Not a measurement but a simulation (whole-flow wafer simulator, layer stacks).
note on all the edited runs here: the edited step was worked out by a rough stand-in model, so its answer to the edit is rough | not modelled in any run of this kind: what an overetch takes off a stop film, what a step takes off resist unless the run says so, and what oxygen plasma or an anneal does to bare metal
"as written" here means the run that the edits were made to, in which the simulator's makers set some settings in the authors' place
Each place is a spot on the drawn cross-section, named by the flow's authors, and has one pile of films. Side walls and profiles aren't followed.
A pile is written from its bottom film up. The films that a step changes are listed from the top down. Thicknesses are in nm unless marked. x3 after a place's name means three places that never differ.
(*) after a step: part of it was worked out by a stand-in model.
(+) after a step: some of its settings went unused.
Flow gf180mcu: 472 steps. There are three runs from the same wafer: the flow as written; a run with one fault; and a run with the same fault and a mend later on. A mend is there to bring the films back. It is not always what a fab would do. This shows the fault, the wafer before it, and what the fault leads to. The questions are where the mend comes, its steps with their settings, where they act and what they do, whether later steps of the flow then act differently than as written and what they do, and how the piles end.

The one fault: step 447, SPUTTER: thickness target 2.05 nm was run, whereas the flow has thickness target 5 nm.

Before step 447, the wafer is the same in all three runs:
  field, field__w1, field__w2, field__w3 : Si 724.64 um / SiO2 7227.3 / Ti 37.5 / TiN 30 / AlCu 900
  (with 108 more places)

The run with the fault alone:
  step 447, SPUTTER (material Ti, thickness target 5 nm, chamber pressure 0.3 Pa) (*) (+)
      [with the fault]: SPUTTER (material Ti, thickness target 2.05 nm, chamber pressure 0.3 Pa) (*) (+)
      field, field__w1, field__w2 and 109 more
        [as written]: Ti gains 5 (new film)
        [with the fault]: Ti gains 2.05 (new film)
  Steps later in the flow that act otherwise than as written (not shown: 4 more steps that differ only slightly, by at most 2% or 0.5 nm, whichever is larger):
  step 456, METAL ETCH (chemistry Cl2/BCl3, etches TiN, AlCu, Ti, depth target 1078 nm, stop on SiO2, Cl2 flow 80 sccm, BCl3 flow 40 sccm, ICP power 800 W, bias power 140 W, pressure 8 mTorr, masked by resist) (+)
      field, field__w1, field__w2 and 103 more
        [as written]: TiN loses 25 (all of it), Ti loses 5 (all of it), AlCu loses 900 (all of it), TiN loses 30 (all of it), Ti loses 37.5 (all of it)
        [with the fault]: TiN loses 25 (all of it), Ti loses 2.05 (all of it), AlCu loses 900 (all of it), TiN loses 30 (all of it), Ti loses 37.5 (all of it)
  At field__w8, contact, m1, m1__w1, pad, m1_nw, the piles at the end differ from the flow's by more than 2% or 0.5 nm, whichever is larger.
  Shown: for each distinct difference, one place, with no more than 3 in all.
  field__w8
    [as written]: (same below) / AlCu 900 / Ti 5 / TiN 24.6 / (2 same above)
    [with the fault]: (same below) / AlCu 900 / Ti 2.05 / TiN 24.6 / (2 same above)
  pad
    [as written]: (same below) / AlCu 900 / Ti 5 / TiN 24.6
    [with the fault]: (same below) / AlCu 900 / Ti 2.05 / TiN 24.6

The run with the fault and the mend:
  The mend follows step 447.
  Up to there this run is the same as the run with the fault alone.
  step 447a, SPUTTER (material Ti, thickness target 2.95 nm, chamber pressure 0.3 Pa) (*) (+) (the flow's step 447 again, with other settings)
      field, field__w1, field__w2 and 109 more
        Ti gains 2.95
  None of the later steps of the flow acts differently than as written at any place that is followed.
  At every place that both follow, the piles at the end match the flow's.
